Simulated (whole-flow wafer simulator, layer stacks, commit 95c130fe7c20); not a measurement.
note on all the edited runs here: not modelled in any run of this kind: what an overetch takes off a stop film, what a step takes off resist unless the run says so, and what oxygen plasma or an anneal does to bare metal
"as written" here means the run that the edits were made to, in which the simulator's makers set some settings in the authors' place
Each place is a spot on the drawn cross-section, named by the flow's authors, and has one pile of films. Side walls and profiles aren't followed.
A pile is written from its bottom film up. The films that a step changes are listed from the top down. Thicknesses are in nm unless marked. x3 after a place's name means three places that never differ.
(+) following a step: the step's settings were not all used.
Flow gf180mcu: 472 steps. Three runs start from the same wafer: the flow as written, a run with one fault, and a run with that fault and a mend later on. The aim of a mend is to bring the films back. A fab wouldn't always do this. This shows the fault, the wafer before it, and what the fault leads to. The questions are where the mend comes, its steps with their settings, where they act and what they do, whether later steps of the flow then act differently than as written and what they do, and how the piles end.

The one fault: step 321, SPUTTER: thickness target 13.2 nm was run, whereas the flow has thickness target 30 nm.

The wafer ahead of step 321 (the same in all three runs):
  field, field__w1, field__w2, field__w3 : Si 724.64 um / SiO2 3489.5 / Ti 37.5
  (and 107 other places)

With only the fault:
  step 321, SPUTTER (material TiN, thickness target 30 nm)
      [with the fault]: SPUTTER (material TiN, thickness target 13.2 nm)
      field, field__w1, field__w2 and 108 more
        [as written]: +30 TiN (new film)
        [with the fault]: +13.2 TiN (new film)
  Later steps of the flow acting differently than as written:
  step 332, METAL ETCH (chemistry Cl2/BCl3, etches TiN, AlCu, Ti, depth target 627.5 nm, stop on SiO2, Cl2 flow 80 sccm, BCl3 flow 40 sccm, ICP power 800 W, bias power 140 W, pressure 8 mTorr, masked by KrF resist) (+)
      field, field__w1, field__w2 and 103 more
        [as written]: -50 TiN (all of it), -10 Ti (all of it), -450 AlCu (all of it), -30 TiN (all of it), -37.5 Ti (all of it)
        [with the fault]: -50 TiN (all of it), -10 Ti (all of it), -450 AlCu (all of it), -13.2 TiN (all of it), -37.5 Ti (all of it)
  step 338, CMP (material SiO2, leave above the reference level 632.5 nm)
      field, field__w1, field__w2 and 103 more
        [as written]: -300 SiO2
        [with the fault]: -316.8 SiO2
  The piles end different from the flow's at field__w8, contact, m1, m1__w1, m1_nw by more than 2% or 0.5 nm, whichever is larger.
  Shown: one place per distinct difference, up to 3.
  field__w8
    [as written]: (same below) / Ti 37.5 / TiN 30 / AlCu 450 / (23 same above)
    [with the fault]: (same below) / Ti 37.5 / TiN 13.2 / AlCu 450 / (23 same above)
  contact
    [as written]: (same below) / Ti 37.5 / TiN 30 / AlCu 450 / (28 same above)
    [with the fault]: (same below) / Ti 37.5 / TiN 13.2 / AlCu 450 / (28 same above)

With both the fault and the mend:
  The mend follows step 321.
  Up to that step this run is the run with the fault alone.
  step 321a, SPUTTER (material TiN, thickness target 16.8 nm) (the flow's step 321 again, with other settings)
      field, field__w1, field__w2 and 108 more
        +16.8 TiN
  Every later step of the flow that is run acts as written at every place that is followed.
  The piles end the same as the flow's at every place that both follow.
